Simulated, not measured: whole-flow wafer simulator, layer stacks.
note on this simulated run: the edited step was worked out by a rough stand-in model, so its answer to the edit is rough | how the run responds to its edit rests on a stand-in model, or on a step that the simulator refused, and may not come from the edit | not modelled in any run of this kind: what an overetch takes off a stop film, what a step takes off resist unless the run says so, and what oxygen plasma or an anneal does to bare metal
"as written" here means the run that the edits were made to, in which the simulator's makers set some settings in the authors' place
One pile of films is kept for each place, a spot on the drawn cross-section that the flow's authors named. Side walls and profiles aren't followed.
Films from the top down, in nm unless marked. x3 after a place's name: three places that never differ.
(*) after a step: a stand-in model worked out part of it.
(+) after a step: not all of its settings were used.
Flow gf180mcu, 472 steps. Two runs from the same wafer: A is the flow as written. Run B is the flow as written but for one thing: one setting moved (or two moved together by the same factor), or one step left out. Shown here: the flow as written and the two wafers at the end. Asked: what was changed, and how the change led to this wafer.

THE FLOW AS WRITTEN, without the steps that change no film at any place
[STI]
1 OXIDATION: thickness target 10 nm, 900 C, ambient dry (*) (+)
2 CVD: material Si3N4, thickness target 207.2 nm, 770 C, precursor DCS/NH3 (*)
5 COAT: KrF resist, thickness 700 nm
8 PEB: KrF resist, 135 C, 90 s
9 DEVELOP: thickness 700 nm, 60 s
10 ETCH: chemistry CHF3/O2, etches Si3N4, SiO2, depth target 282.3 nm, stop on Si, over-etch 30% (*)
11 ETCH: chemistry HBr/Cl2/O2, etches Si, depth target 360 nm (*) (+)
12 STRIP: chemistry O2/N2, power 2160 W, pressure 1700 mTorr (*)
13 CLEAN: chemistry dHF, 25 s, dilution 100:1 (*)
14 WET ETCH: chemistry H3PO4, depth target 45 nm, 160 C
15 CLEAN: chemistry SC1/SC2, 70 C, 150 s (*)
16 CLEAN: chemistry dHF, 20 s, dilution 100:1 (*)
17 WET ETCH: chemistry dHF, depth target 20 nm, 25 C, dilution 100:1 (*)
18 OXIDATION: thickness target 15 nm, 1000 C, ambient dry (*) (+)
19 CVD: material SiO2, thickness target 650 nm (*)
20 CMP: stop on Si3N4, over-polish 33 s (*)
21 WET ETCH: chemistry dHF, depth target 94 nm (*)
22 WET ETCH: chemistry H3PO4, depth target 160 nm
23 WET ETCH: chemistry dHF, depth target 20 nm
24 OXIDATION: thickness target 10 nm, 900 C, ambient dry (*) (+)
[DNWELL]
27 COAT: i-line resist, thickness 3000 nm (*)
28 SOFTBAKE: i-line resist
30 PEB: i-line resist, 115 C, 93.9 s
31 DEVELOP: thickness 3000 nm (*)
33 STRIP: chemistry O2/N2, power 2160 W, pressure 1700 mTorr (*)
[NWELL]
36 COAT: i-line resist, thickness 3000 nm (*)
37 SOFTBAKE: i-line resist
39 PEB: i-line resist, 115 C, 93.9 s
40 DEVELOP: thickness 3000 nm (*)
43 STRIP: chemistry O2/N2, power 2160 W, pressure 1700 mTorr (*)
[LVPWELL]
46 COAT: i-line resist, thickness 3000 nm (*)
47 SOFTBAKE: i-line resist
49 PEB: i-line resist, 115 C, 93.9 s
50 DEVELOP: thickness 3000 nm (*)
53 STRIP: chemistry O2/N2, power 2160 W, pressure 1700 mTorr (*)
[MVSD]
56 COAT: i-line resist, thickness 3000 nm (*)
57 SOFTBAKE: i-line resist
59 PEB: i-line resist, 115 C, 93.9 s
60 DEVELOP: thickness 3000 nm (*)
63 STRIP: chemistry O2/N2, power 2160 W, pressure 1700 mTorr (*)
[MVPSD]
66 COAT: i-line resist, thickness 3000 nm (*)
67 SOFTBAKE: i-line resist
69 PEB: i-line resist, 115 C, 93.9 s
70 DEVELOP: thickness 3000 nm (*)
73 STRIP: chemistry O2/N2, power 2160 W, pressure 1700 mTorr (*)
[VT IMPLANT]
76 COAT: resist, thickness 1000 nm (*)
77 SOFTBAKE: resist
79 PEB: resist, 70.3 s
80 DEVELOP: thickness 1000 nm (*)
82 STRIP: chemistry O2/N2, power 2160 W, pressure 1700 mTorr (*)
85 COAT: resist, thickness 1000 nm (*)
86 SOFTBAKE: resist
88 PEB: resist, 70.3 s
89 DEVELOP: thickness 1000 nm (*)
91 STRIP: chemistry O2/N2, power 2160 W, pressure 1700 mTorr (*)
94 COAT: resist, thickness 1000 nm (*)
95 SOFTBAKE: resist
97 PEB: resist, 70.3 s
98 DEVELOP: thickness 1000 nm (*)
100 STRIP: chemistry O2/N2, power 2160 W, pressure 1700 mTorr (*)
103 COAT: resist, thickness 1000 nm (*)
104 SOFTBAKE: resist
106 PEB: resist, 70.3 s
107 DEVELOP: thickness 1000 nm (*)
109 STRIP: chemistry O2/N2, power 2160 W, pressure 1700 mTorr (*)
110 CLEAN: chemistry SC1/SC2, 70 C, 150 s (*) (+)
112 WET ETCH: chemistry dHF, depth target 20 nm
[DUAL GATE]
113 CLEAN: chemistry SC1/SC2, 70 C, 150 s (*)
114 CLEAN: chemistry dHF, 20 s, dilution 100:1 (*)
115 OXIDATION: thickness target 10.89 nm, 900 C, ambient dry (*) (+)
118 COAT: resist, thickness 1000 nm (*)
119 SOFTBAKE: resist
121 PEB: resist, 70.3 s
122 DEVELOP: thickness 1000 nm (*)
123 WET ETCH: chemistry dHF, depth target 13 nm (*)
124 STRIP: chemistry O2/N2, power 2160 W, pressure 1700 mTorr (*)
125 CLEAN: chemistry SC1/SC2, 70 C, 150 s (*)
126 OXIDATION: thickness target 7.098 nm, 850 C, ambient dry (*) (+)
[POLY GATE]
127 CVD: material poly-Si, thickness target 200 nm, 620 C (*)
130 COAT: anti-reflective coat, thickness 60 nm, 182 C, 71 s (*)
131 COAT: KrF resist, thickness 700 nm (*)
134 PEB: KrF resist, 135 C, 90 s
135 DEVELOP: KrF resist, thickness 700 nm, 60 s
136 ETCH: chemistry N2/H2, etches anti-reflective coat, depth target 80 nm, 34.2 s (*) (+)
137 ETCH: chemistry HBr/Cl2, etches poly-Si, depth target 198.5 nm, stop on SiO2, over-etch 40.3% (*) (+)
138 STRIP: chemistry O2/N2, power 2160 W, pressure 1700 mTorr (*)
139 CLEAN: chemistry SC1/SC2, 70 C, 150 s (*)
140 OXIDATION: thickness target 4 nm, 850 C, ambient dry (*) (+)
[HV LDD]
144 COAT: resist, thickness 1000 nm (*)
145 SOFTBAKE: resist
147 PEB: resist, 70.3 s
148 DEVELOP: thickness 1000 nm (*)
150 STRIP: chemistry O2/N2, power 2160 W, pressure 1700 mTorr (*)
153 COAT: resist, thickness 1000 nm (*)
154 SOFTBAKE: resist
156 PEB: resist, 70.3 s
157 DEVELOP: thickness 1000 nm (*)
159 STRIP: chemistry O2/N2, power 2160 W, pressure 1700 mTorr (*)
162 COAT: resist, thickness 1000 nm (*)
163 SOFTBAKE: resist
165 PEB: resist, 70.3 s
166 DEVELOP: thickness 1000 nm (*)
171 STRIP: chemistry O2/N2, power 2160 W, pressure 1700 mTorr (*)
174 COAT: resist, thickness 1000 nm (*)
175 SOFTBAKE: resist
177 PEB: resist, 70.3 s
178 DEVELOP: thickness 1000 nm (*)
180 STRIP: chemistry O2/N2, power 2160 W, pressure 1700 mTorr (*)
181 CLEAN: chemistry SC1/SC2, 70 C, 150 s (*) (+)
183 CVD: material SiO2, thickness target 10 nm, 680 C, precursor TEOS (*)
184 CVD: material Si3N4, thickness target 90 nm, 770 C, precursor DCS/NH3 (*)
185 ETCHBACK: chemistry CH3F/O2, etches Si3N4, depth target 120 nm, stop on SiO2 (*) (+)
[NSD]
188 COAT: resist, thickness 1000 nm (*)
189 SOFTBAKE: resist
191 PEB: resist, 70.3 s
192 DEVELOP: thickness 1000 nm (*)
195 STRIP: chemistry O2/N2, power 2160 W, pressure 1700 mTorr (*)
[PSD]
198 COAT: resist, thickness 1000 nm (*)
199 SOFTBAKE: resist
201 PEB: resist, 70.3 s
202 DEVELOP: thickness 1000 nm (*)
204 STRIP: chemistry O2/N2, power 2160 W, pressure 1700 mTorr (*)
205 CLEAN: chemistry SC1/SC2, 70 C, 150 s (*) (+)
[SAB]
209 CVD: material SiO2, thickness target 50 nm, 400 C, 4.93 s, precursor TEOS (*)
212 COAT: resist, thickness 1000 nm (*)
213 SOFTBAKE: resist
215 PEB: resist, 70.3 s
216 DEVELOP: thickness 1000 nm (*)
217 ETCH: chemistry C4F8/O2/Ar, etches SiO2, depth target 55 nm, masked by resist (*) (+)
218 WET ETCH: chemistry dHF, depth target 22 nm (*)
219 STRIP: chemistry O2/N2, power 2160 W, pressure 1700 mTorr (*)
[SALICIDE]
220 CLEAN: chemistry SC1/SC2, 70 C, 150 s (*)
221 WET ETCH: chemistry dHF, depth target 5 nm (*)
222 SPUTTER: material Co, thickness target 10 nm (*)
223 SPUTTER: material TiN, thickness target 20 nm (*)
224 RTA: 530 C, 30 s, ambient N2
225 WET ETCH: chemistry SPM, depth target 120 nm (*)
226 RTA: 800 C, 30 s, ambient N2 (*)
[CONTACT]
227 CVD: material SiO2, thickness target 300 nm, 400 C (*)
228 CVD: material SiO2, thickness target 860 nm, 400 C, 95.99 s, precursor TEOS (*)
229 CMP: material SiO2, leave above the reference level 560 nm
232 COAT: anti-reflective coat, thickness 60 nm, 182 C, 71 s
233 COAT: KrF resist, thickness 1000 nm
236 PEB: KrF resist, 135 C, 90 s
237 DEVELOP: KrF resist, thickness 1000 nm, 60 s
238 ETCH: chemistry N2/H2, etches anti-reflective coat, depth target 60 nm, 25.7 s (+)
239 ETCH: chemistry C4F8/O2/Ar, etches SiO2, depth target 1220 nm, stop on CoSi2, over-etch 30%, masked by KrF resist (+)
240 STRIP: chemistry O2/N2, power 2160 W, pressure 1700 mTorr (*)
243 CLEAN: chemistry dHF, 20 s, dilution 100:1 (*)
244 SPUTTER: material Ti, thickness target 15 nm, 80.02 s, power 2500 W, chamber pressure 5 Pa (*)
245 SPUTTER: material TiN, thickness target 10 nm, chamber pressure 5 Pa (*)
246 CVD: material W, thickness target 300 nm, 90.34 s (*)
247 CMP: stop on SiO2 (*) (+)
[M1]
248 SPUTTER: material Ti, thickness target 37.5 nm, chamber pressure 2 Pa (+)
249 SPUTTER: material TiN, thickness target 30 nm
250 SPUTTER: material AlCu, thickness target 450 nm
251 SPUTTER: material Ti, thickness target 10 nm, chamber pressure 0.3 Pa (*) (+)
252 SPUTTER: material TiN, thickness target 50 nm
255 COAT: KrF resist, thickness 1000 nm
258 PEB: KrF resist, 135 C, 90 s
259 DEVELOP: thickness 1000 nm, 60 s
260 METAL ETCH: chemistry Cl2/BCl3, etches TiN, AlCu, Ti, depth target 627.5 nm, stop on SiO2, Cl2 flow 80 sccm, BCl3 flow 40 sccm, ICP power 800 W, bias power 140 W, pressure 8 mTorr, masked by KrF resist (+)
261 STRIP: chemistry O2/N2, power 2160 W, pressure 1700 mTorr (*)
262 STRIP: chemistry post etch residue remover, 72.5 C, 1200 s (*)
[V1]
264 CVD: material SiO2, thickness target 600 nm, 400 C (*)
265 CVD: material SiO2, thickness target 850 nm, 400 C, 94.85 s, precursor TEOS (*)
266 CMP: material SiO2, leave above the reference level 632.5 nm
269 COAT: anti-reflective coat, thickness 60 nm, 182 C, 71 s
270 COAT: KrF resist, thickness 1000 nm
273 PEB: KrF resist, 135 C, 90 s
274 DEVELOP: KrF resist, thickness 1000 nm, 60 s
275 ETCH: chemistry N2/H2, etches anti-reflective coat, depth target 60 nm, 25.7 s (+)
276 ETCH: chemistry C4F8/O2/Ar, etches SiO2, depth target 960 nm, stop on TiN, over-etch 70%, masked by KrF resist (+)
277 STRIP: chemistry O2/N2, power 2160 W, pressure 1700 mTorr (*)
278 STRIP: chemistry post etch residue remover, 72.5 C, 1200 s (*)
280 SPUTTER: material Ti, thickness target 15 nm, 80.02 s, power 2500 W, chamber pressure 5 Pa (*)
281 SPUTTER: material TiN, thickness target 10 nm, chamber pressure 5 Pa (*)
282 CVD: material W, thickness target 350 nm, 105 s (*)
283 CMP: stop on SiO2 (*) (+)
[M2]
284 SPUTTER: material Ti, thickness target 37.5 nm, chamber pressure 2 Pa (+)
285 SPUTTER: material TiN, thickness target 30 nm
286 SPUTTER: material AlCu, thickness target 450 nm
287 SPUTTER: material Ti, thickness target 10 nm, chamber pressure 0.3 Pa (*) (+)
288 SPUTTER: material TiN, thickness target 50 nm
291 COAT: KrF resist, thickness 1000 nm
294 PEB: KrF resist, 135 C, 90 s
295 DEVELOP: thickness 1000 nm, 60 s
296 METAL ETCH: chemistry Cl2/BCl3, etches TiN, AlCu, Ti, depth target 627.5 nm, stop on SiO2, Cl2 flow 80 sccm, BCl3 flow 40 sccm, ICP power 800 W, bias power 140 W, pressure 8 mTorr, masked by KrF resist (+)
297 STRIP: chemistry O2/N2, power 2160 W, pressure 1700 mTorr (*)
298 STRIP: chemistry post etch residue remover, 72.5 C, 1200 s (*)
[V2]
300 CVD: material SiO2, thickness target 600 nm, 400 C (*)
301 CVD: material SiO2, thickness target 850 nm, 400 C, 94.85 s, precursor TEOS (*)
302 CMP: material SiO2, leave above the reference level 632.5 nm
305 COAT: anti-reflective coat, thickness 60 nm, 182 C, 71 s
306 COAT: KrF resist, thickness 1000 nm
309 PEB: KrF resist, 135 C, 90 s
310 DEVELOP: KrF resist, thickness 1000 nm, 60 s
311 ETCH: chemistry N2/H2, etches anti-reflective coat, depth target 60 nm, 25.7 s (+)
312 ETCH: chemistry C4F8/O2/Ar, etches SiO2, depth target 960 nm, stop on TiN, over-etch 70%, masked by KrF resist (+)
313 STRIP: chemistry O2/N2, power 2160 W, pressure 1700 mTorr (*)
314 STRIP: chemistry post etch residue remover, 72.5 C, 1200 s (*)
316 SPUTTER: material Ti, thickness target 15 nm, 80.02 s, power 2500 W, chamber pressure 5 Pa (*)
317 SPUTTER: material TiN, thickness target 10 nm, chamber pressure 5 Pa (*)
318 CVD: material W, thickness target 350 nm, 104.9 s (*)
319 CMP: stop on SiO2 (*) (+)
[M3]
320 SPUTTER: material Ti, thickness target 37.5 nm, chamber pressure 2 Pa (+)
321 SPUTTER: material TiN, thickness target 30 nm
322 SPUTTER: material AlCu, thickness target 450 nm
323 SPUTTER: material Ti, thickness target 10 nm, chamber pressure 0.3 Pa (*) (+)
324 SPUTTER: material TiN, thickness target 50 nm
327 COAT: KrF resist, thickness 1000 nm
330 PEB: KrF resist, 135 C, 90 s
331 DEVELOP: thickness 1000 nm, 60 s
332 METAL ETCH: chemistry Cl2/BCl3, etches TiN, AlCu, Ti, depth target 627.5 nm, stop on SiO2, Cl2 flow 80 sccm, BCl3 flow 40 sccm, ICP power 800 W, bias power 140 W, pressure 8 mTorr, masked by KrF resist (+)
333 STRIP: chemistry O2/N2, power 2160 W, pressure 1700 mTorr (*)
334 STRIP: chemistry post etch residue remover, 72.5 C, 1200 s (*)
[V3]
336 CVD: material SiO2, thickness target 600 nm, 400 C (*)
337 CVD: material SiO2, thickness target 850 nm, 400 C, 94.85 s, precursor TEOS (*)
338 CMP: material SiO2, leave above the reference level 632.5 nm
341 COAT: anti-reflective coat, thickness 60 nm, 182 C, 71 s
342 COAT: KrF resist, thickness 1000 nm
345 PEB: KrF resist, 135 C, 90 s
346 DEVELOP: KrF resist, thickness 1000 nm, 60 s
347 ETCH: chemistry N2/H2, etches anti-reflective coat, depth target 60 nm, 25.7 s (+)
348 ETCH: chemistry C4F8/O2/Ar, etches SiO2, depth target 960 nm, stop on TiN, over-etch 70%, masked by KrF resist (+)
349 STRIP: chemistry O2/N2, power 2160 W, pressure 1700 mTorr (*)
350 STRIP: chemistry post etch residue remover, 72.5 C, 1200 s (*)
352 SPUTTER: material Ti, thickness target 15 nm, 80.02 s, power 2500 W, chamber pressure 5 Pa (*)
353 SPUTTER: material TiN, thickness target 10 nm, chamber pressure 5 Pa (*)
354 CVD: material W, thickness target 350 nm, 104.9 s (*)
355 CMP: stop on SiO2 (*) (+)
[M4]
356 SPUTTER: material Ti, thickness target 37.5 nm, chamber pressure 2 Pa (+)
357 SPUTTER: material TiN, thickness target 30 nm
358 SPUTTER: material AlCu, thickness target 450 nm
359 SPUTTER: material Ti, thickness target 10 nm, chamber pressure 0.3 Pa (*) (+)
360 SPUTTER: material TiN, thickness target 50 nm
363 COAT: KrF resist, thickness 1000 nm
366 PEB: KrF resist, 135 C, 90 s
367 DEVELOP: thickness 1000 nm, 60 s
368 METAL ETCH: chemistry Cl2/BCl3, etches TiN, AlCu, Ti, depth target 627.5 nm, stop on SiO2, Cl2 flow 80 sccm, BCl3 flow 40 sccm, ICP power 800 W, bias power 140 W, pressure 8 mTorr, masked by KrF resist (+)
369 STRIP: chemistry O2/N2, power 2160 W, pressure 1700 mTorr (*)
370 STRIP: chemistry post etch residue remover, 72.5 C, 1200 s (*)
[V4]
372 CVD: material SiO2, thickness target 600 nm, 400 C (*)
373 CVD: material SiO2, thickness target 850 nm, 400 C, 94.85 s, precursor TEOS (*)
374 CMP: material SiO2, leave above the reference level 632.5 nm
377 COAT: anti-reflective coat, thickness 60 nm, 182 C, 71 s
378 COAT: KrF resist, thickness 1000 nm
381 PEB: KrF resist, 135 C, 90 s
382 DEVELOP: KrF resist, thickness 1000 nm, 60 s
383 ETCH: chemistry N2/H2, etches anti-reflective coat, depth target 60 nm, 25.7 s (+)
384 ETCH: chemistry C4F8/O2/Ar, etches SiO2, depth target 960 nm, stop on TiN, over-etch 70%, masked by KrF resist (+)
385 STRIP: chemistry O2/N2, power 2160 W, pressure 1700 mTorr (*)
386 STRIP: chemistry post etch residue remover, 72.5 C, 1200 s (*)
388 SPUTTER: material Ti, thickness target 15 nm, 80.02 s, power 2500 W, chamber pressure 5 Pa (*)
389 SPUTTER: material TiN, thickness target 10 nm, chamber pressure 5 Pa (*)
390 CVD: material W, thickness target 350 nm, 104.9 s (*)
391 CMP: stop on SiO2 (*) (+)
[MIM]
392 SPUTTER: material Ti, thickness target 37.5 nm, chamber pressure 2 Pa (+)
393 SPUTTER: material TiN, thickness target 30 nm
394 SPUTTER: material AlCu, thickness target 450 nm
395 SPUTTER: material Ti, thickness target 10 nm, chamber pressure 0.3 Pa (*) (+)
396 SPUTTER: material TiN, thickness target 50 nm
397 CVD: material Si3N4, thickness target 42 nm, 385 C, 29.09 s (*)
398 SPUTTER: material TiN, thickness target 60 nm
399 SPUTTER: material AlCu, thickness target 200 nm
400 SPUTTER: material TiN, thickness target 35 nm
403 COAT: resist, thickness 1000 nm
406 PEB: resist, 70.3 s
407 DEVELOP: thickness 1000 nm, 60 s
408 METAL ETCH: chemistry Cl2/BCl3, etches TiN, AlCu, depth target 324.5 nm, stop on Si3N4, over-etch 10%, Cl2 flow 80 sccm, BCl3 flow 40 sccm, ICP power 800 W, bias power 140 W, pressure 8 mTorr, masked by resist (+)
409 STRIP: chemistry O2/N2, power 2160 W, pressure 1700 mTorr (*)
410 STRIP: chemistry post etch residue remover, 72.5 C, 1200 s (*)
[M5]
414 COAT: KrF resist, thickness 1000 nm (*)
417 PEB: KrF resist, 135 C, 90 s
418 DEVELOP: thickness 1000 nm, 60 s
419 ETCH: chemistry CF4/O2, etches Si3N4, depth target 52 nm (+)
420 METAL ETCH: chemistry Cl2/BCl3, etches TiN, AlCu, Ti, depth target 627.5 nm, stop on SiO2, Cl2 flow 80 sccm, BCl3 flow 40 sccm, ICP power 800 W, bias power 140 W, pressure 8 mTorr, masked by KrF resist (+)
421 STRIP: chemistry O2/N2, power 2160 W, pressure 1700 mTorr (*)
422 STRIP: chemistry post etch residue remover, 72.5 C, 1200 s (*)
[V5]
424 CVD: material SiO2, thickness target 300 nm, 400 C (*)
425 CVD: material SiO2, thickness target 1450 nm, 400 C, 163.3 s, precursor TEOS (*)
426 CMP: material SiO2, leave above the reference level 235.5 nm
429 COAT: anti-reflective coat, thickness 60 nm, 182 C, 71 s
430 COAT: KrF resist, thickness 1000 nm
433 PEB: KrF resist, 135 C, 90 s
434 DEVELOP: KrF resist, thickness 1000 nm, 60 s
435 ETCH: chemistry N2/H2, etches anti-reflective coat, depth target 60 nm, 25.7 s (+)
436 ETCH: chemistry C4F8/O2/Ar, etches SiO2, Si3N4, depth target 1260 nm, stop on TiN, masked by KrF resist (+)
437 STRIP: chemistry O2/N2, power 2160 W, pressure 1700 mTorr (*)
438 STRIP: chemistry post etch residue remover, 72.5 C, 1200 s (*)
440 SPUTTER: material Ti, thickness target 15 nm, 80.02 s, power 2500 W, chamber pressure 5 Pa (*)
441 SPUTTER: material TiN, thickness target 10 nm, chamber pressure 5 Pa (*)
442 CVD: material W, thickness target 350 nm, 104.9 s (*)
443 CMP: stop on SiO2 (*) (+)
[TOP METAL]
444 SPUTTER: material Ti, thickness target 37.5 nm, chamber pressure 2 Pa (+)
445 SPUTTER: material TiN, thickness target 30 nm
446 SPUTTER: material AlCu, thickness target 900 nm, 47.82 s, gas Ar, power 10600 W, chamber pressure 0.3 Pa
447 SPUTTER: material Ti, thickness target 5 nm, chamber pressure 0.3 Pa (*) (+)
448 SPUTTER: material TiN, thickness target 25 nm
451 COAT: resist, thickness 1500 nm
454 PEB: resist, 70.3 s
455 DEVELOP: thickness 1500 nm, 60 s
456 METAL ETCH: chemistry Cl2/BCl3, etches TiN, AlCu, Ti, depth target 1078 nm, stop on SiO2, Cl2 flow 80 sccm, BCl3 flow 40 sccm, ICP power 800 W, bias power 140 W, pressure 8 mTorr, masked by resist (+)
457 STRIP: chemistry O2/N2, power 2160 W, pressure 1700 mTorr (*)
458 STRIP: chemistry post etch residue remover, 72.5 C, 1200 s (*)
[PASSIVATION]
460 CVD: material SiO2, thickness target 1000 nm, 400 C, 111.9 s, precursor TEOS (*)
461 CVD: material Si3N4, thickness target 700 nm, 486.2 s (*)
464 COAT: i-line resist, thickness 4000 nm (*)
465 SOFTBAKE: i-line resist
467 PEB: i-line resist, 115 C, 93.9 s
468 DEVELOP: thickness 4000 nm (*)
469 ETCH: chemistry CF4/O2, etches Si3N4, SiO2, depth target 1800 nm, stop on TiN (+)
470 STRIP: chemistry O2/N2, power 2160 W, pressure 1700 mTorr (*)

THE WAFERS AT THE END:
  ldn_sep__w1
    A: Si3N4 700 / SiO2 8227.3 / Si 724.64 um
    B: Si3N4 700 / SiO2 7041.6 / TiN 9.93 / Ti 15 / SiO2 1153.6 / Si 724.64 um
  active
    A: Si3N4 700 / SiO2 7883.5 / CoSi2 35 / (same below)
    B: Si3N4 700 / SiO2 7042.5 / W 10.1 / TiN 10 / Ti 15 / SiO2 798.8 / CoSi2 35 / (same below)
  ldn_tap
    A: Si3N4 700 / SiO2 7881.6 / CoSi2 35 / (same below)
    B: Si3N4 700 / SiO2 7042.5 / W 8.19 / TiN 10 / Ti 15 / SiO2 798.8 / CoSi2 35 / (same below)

The cause: step 228, CVD: thickness target 494 nm was run, where the flow has thickness target 860 nm; step 228, CVD: 55.2 s was run, where the flow has 95.99 s.

How the change led to this, step by step:
  228 CVD: material SiO2, thickness target 860 nm, 400 C, 95.99 s, precursor TEOS (*)
      field, field__w7, field__w8 and 70 more: A SiO2 +860 | B SiO2 +502.3
      field__w3, field__w12: A SiO2 +807.3 | B SiO2 +475.1
      (and at 36 more places)
  229 CMP: material SiO2, leave above the reference level 560 nm
      ldn_sep__w1, ldn_sep__w2, ldn_dft and 8 more: A SiO2 -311 | B nothing
      active, p_well, sd_n, iso_ptap_pw, iso_ntap_nw, iso_ptap_sub, vpnp_e: A SiO2 -299.9 | B nothing
      (and at 93 more places)
  232 COAT: anti-reflective coat, thickness 60 nm, 182 C, 71 s
      sti, mim_1p0, pad, dice_street: A anti-reflective coat +60 (new film) | B anti-reflective coat +56.2 (new film)
      p_well, sd_n, iso_ptap_pw: A anti-reflective coat +60 (new film) | B anti-reflective coat +53.1 (new film)
      (and at 96 more places)
  233 COAT: KrF resist, thickness 1000 nm
      p_well, sti, sd_n, mim_1p0, pad, dice_street: A KrF resist +1000 (new film) | B KrF resist +1023.2 (new film)
      field_sub: A KrF resist +1000 (new film) | B KrF resist +1021.3 (new film)
      (and at 11 more places)
  237 DEVELOP: KrF resist, thickness 1000 nm, 60 s
      polyc_n: A KrF resist -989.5 (all of it) | B KrF resist -964 (all of it)
      polyc_p: A KrF resist -989.5 (all of it) | B KrF resist -964.3 (all of it)
  238 ETCH: chemistry N2/H2, etches anti-reflective coat, depth target 60 nm, 25.7 s (+)
      contact: A anti-reflective coat -60 (all of it), SiO2 -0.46 | B anti-reflective coat -74.7 (all of it)
      polyc_n, polyc_p: A anti-reflective coat -60 (all of it), SiO2 -0.46 | B anti-reflective coat -21.1 (all of it), SiO2 -1.46
  239 ETCH: chemistry C4F8/O2/Ar, etches SiO2, depth target 1220 nm, stop on CoSi2, over-etch 30%, masked by KrF resist (+)
      field, field__w1, field__w2 and 105 more: A KrF resist -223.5 | B KrF resist -206.2
      contact: A SiO2 -859.5 (all of it) | B SiO2 -793 (all of it)
  240 STRIP: chemistry O2/N2, power 2160 W, pressure 1700 mTorr (*)
      sti, mim_1p0, pad, dice_street: A KrF resist -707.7 (all of it), anti-reflective coat -60 (all of it) | B KrF resist -748 (all of it), anti-reflective coat -56.2 (all of it)
      p_well, sd_n: A KrF resist -707.7 (all of it), anti-reflective coat -60 (all of it) | B KrF resist -748 (all of it), anti-reflective coat -53.1 (all of it)
      (and at 102 more places)
  244 SPUTTER: material Ti, thickness target 15 nm, 80.02 s, power 2500 W, chamber pressure 5 Pa (*)
      field__w3, ld_drift_n: A Ti +15 (new film) | B Ti +14.3 (new film)
      field__w12: A Ti +15 (new film) | B Ti +14.1 (new film)
      (and at 1 more place)
  245 SPUTTER: material TiN, thickness target 10 nm, chamber pressure 5 Pa (*)
      field__w12: A TiN +10 (new film) | B TiN +9.41 (new film)
      ld_drift_p: A TiN +10 (new film) | B TiN +9.26 (new film)
  246 CVD: material W, thickness target 300 nm, 90.34 s (*)
      contact: A W +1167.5 (new film) | B W +1092.7 (new film)
  247 CMP: stop on SiO2 (*) (+)
      ldn_sep__w1, ldn_sep__w2, ldn_dft and 8 more: A W -300 (all of it), TiN -10 (all of it), Ti -15 (all of it), SiO2 -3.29 | B W -288.7
      active, p_well, sd_n, iso_ptap_pw, iso_ntap_nw, iso_ptap_sub, vpnp_e: A W -300 (all of it), TiN -10 (all of it), Ti -15 (all of it), SiO2 -3.29 | B W -277.7
      (and at 93 more places)
  248 SPUTTER: material Ti, thickness target 37.5 nm, chamber pressure 2 Pa (+)
      field__w13, nplus_u, pplus_u, nw_enc_fld_lv__w1, nw_enc_fld_lv__w4: A Ti +37.5 (new film) | B Ti +37.5
  260 METAL ETCH: chemistry Cl2/BCl3, etches TiN, AlCu, Ti, depth target 627.5 nm, stop on SiO2, Cl2 flow 80 sccm, BCl3 flow 40 sccm, ICP power 800 W, bias power 140 W, pressure 8 mTorr, masked by KrF resist (+)
      field, field__w1, field__w2 and 65 more: A TiN -50 (all of it), Ti -10 (all of it), AlCu -450 (all of it), TiN -30 (all of it), Ti -37.5 (all of it) | B TiN -50 (all of it), Ti -10 (all of it), AlCu -450 (all of it), TiN -30 (all of it), Ti -37.5 (all of it), W -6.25
      field__w13: A TiN -50 (all of it), Ti -10 (all of it), AlCu -450 (all of it), TiN -30 (all of it), Ti -37.5 (all of it) | B TiN -50 (all of it), Ti -10 (all of it), AlCu -450 (all of it), TiN -30 (all of it), Ti -50.2 (all of it)
      (and at 2 more places)
  262 STRIP: chemistry post etch residue remover, 72.5 C, 1200 s (*)
      field, field__w1, field__w2 and 49 more: A nothing | B W -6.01
      ldn_sep__w2, ldn_fld__w1, ldp_sep__w2, ldp_dft, ldp_out, ldp_fld__w3: A nothing | B W -5.01 (all of it), TiN -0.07
      (and at 10 more places)
  264 CVD: material SiO2, thickness target 600 nm, 400 C (*)
      field, field__w1, field__w2 and 65 more: A SiO2 +600 | B SiO2 +600 (new film)
  266 CMP: material SiO2, leave above the reference level 632.5 nm
      field, field__w1, field__w2 and 49 more: A SiO2 -300 | B SiO2 -287.7
      ldn_sep__w1, ldn_sep__w2, ldn_dft and 8 more: A SiO2 -300 | B SiO2 -288.7
      (and at 7 more places)
Counting metal films that touch as one body, ldn_sep__w1 has 1 body; the flow as written gives 0 bodies.
Counting metal films that touch as one body, active has 2 bodies (between them, from the top down: SiO2 798.8); the flow as written gives 1 body.
Counting metal films that touch as one body, ldn_tap has 2 bodies (between them, from the top down: SiO2 798.8); the flow as written gives 1 body.
